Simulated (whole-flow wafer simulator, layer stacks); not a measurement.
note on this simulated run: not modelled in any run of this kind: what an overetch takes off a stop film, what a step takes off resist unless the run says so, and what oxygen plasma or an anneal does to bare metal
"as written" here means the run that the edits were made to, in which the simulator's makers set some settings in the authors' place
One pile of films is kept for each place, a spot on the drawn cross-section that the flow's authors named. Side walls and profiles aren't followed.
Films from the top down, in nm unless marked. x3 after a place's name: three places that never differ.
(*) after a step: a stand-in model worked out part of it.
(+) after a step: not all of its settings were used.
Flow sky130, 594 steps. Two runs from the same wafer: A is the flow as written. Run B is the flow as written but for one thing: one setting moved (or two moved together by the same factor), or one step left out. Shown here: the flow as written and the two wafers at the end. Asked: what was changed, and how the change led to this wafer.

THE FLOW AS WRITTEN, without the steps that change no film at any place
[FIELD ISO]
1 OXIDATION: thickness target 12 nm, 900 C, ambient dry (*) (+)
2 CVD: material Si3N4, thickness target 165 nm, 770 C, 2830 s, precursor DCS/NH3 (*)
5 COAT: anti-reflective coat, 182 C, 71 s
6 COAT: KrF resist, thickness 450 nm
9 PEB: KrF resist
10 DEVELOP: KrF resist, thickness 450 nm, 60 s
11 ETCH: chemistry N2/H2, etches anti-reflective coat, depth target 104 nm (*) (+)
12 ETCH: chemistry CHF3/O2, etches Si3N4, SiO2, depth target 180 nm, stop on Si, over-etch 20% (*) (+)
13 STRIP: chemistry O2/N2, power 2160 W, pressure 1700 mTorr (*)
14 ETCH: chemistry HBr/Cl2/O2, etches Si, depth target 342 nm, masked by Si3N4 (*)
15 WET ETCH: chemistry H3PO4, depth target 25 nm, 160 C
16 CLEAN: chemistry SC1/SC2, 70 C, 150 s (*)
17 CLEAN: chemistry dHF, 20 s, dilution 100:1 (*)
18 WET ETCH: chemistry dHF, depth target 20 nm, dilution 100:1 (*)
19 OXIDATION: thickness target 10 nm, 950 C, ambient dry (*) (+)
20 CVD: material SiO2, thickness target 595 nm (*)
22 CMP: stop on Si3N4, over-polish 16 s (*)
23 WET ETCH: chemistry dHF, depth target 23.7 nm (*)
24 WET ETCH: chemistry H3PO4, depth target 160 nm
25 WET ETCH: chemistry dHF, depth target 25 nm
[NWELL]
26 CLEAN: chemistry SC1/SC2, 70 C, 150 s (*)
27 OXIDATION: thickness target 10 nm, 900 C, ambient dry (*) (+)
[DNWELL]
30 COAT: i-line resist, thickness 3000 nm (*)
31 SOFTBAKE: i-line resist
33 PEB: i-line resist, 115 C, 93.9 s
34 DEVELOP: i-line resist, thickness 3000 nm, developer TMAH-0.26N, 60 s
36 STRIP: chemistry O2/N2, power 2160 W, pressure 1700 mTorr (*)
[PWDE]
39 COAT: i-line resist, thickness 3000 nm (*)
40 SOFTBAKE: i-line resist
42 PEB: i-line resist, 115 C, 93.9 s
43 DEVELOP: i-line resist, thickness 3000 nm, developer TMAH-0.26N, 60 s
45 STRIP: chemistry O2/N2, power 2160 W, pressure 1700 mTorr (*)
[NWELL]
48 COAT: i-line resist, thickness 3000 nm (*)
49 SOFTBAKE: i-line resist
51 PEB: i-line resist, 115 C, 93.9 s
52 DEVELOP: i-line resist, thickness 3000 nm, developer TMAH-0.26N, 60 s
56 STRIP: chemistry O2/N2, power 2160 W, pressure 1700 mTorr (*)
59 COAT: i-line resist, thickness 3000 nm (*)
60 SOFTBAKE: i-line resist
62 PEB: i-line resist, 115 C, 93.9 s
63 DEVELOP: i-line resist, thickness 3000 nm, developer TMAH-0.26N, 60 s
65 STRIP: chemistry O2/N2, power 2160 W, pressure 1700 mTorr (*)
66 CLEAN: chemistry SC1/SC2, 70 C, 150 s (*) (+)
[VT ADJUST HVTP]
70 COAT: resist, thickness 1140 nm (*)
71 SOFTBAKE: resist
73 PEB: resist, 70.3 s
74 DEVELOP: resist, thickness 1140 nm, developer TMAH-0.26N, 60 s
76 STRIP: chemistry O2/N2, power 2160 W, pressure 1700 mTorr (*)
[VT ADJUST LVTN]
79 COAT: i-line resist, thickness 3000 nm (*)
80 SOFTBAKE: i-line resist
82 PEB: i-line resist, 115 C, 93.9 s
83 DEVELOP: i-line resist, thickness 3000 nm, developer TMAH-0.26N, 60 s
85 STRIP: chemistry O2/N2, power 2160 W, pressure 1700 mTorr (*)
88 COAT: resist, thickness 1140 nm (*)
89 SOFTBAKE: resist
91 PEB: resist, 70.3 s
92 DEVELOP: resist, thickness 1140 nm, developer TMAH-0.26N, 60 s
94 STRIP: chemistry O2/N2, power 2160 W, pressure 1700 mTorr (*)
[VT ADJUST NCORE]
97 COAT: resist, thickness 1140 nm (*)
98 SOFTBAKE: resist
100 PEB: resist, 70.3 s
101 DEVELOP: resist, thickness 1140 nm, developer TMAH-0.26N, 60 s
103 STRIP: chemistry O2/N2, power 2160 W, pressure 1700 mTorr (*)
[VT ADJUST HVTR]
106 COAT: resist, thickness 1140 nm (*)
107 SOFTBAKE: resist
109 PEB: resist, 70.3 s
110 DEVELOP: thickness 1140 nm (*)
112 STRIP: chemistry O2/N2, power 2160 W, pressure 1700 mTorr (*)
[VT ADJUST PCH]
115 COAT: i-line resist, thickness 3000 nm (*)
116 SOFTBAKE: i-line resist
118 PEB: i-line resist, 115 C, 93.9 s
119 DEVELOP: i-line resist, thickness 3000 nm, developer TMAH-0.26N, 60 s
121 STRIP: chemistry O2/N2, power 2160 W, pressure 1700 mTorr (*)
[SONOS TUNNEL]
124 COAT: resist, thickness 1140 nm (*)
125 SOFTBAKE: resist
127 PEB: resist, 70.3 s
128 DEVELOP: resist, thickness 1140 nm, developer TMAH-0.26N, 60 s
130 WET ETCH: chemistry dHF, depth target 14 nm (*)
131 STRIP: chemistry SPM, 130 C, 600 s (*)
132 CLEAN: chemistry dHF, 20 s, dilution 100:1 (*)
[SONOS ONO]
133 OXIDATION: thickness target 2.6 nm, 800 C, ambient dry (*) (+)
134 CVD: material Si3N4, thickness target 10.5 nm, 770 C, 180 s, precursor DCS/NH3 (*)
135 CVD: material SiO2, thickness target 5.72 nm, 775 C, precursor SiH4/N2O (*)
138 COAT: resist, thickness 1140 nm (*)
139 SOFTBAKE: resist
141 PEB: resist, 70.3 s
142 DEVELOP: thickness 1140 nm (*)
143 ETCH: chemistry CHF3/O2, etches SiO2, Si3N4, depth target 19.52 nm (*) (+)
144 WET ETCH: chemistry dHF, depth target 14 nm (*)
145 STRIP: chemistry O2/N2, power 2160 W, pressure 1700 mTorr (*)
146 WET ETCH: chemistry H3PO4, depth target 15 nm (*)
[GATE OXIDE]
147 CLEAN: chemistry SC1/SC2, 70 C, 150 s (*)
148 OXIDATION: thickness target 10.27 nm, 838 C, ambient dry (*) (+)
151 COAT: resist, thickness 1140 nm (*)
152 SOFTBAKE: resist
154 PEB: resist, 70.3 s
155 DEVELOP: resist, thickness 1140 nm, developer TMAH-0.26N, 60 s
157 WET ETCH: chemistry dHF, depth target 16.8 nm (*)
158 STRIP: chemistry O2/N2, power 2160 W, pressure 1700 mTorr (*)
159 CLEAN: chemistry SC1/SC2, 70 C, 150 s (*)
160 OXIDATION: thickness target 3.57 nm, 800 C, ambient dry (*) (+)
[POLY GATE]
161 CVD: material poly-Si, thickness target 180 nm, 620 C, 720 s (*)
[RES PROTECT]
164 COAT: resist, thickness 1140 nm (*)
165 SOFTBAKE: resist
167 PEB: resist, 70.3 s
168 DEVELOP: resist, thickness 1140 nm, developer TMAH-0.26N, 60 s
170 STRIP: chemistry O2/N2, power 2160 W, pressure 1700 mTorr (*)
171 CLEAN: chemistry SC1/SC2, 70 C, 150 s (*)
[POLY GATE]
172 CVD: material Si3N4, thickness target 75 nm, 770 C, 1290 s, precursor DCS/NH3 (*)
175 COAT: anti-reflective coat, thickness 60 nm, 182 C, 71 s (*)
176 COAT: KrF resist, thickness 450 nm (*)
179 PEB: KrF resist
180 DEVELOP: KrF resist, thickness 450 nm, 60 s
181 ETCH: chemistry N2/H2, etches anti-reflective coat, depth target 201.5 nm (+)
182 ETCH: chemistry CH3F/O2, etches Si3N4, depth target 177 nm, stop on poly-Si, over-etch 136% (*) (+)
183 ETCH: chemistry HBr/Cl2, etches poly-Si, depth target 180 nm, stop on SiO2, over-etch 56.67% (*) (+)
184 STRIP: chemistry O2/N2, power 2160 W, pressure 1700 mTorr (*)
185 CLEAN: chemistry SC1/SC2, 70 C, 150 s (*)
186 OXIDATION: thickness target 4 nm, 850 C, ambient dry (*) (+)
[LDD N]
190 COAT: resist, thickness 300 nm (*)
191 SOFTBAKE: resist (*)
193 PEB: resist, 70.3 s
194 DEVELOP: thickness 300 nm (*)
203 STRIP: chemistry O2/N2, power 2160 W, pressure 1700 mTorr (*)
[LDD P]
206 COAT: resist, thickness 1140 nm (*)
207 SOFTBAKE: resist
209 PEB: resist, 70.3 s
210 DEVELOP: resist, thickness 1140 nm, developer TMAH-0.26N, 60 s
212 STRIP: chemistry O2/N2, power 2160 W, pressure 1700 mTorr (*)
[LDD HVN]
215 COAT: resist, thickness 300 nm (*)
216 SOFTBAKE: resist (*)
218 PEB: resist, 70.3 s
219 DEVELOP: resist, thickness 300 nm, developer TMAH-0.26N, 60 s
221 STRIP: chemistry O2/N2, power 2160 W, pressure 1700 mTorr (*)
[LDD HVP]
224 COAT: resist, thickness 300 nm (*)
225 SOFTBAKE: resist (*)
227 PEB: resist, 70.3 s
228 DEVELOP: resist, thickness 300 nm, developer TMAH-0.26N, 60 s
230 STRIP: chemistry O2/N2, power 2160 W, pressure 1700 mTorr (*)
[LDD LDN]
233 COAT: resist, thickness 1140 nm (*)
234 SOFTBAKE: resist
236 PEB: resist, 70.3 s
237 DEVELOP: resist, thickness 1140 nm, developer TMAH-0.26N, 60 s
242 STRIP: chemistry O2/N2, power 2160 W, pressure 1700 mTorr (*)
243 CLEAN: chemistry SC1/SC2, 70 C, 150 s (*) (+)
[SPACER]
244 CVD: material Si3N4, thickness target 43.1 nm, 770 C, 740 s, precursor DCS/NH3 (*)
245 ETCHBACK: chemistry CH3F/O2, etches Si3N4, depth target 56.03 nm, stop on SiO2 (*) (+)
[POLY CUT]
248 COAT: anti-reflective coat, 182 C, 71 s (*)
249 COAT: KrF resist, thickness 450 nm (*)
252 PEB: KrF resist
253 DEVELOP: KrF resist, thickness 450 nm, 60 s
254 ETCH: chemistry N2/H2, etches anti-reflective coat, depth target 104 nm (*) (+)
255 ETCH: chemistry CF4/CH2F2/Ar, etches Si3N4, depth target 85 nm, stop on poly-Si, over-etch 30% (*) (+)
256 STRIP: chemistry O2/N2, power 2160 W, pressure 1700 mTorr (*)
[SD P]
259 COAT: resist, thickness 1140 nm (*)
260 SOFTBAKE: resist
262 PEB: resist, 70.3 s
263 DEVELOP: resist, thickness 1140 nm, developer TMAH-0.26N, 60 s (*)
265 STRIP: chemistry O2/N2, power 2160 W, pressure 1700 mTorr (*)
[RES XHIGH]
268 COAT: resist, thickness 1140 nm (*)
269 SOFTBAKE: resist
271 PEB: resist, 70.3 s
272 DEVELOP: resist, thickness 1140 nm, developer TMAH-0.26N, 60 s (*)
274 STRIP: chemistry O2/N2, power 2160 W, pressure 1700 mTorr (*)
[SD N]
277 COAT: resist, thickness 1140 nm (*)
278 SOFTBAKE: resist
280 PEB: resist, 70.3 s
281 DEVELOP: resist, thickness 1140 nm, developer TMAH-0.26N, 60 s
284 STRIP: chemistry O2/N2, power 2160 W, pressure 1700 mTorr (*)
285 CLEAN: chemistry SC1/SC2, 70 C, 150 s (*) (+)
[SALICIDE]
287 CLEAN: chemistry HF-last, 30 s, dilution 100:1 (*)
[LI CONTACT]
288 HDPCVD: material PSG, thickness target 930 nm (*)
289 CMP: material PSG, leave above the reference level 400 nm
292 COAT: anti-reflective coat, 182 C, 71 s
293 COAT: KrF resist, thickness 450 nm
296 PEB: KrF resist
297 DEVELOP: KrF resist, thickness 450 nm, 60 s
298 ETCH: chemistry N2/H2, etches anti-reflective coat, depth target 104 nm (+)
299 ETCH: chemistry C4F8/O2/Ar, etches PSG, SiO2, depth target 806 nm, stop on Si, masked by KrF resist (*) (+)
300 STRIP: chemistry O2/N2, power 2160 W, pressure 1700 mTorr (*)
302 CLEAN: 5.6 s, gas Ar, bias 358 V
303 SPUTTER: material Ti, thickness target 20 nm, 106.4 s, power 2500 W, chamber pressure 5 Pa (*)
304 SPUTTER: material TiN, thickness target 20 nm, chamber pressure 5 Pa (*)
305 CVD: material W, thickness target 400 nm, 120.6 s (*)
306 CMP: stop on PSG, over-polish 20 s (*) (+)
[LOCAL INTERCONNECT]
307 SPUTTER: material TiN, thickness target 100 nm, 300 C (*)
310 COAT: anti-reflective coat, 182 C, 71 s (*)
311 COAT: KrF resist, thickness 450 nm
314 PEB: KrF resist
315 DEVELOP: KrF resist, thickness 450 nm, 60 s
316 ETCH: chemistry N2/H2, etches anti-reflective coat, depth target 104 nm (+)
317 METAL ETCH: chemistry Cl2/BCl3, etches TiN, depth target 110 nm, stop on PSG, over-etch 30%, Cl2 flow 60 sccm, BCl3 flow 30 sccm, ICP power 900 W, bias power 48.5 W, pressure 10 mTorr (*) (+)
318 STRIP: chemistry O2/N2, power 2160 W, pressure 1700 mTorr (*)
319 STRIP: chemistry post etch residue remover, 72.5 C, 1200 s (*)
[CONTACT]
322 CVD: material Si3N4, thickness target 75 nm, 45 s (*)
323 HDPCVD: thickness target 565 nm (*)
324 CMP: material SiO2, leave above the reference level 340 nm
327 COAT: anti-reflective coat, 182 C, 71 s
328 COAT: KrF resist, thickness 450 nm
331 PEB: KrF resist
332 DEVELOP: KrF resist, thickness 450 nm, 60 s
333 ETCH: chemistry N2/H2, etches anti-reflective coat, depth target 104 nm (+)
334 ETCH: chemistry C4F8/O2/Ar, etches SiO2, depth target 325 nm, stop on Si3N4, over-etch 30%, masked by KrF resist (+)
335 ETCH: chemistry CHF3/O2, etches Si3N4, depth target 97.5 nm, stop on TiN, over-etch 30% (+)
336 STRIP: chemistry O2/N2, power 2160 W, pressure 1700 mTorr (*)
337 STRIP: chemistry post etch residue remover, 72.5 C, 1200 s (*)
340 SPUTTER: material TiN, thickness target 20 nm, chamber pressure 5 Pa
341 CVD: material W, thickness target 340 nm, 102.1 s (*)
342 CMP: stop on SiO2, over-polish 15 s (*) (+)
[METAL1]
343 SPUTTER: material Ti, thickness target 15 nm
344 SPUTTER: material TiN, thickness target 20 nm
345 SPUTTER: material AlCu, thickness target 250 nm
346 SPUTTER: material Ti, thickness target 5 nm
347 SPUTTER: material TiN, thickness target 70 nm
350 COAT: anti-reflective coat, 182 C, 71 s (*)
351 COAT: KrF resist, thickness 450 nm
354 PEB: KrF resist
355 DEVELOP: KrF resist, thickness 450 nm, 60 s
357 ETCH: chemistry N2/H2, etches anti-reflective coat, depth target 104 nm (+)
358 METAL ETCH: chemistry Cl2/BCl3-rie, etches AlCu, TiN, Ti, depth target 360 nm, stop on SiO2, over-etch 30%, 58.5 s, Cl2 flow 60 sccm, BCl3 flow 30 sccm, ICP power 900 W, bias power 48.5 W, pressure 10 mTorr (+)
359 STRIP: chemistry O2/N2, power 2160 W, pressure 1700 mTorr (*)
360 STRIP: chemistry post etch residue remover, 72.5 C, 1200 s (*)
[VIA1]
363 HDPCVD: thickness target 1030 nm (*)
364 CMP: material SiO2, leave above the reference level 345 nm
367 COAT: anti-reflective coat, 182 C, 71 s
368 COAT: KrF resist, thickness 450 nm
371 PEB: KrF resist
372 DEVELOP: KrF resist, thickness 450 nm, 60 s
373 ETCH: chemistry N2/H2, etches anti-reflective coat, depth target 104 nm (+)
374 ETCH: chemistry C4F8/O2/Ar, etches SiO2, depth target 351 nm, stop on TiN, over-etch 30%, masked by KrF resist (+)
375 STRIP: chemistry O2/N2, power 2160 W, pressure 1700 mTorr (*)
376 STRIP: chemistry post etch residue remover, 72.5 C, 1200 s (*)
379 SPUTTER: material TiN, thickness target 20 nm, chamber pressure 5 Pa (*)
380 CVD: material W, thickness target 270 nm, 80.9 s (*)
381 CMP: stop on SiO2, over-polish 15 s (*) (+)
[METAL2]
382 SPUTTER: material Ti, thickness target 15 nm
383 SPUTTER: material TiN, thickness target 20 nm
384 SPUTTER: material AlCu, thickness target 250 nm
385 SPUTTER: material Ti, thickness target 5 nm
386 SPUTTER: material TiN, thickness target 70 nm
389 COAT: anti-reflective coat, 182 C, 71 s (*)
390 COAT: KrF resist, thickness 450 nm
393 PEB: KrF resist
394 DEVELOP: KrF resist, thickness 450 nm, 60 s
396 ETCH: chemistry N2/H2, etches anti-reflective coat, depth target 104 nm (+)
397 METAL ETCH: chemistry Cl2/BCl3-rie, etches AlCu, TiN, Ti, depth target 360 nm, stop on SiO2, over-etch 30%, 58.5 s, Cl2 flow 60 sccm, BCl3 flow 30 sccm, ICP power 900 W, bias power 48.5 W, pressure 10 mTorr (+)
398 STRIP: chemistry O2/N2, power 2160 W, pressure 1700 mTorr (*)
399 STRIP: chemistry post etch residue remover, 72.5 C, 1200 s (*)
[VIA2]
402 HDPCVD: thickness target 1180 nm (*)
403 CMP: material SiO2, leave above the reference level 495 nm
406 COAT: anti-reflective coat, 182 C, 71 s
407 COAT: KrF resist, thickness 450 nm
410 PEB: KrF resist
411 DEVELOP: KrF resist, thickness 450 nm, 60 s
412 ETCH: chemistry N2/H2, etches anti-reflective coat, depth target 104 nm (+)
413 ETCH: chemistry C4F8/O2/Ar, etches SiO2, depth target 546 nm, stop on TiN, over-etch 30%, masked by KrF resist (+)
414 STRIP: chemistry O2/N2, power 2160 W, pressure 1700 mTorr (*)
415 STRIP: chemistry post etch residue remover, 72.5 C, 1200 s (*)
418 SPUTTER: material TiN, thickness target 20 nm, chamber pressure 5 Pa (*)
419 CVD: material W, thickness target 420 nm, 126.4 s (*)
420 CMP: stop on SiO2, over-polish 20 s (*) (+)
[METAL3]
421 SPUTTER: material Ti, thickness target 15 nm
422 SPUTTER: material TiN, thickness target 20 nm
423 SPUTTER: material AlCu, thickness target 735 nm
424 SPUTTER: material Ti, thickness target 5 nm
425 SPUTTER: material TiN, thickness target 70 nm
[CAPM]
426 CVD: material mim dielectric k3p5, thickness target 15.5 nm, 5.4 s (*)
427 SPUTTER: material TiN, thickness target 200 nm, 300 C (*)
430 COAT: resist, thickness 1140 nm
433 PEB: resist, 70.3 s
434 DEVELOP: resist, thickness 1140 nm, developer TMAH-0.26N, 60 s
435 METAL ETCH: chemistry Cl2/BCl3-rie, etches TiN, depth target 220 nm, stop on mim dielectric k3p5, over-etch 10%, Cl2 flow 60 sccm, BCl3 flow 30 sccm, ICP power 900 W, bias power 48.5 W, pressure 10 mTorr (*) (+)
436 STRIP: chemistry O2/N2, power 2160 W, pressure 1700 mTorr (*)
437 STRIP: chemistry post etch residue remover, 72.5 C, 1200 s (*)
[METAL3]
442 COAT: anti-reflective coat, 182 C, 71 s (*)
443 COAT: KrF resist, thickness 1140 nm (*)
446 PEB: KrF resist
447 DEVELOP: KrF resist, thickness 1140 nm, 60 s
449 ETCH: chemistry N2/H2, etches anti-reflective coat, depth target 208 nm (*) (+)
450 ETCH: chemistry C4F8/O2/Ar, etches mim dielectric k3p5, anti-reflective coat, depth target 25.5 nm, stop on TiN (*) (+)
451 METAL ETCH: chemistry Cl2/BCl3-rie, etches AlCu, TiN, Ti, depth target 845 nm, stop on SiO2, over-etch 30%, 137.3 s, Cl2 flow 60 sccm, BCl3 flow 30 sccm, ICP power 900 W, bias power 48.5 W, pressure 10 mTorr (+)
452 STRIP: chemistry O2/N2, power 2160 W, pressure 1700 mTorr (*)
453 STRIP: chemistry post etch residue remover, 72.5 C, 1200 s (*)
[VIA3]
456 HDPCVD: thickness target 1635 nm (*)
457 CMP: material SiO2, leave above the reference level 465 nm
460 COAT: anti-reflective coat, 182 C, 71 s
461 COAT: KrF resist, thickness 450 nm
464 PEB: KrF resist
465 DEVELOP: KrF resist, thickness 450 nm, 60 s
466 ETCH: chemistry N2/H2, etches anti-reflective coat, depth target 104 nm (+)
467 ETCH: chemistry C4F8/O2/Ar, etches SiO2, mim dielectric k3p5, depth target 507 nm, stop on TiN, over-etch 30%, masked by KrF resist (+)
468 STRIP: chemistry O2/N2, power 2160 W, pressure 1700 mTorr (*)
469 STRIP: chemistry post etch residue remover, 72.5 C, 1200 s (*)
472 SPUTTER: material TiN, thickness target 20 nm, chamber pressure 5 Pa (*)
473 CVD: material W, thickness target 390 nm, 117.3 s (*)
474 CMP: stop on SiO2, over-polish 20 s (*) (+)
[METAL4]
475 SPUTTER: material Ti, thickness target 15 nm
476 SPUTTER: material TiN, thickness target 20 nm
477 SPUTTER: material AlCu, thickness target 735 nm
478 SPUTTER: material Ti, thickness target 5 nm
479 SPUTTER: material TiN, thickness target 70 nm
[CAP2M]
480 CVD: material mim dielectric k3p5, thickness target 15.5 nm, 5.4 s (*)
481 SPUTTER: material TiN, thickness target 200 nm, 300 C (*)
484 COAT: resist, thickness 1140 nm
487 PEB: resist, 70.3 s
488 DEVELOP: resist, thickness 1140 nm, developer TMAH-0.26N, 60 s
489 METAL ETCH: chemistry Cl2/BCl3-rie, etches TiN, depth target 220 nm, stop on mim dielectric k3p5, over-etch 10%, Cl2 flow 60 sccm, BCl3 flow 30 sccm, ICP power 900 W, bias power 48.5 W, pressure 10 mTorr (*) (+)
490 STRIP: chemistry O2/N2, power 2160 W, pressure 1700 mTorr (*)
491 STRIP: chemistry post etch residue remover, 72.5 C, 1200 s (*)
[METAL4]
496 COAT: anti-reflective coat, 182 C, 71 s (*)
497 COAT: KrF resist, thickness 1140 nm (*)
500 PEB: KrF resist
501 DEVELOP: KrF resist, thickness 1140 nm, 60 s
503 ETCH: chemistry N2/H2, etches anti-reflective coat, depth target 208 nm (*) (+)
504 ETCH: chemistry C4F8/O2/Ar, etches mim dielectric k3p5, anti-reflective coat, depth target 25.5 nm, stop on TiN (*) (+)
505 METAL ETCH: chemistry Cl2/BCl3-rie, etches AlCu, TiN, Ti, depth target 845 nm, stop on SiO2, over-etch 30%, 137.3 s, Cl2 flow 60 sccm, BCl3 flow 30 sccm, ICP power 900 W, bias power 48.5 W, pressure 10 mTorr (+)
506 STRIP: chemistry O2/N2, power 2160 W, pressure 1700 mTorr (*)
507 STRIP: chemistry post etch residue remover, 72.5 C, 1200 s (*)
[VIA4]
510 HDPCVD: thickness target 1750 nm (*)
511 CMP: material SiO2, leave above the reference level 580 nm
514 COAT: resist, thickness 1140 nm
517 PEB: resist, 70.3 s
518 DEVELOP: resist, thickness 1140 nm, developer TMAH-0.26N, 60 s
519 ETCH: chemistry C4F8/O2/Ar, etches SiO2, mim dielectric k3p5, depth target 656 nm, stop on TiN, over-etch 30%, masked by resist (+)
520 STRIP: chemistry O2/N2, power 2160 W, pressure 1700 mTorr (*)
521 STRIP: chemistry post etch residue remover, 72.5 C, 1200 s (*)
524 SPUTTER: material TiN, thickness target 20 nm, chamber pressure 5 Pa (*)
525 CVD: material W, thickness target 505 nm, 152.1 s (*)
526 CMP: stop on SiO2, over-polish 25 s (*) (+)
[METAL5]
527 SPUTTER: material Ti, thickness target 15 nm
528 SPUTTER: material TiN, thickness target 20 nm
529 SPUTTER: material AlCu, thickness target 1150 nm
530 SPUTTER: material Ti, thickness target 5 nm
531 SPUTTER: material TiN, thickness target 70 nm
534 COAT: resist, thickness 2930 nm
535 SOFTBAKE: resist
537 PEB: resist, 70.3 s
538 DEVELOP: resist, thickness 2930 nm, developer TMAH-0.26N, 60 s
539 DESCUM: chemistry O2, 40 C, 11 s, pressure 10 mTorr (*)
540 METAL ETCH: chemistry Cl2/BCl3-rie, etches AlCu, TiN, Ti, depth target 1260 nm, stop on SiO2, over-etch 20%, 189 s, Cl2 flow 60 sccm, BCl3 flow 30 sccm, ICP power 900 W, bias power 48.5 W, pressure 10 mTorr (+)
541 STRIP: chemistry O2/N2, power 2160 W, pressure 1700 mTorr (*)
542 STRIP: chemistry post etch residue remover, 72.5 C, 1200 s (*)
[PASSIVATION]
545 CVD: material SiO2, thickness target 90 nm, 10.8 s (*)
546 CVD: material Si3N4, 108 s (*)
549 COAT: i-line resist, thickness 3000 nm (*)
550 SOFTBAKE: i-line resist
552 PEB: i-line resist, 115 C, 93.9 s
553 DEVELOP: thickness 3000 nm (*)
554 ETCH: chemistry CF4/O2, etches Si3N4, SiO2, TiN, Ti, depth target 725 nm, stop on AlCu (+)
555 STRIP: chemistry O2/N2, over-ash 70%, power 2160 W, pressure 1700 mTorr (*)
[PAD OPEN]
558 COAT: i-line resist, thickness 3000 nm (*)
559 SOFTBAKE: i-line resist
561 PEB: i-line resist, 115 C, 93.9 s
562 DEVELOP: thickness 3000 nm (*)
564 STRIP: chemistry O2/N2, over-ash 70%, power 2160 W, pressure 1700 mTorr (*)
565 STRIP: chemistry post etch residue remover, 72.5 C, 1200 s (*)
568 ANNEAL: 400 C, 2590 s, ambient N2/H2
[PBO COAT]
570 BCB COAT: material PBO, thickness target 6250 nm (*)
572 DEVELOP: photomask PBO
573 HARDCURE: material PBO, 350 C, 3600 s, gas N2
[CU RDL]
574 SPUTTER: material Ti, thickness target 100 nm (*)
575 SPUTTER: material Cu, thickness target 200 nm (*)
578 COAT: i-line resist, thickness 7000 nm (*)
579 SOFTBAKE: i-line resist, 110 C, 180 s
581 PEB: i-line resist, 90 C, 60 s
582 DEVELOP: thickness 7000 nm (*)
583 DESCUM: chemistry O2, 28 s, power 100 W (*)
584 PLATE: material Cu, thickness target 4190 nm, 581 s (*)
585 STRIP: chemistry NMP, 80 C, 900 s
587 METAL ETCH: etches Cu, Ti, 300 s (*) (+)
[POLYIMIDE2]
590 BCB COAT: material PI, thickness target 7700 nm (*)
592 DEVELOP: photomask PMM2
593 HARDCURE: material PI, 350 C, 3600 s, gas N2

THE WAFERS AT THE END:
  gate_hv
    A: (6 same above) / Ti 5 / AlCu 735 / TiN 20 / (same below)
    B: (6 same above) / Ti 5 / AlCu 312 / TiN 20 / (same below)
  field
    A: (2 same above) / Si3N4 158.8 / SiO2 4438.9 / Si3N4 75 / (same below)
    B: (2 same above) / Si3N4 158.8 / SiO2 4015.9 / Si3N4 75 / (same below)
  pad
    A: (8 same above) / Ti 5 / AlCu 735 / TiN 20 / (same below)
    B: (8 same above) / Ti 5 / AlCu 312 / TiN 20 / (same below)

The cause: step 477, SPUTTER: thickness target 312 nm was run, where the flow has thickness target 735 nm.
It can be read off the wafer: gate_hv has AlCu 312, and step 477 as written asks for 735 nm.

How the change led to this, step by step:
  477 SPUTTER: material AlCu, thickness target 735 nm
      field, active, n_well and 189 more: A AlCu +735 (new film) | B AlCu +312 (new film)
  505 METAL ETCH: chemistry Cl2/BCl3-rie, etches AlCu, TiN, Ti, depth target 845 nm, stop on SiO2, over-etch 30%, 137.3 s, Cl2 flow 60 sccm, BCl3 flow 30 sccm, ICP power 900 W, bias power 48.5 W, pressure 10 mTorr (+)
      field, gate, spacer and 64 more: A TiN -70 (all of it), Ti -5 (all of it), AlCu -735 (all of it), TiN -20 (all of it), Ti -15 (all of it), SiO2 -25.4 | B TiN -70 (all of it), Ti -5 (all of it), AlCu -312 (all of it), TiN -20 (all of it), Ti -15 (all of it), SiO2 -67.7
      vpp_iso1, m1_ln, rpo_hd and 6 more: A TiN -70 (all of it), Ti -5 (all of it), AlCu -735 (all of it), TiN -20 (all of it), Ti -15 (all of it), SiO2 -25.3 | B TiN -70 (all of it), Ti -5 (all of it), AlCu -312 (all of it), TiN -20 (all of it), Ti -15 (all of it), SiO2 -67.6
      (and at 12 more places)
  511 CMP: material SiO2, leave above the reference level 580 nm
      field, active, gate and 76 more: A SiO2 -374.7 | B SiO2 -755.3
      iso_guard__w1, mim_edge_gap, vpp_l1ln, vpp_m3ln, via2_enc: A SiO2 -374.6 | B SiO2 -755.4
      (and at 4 more places)
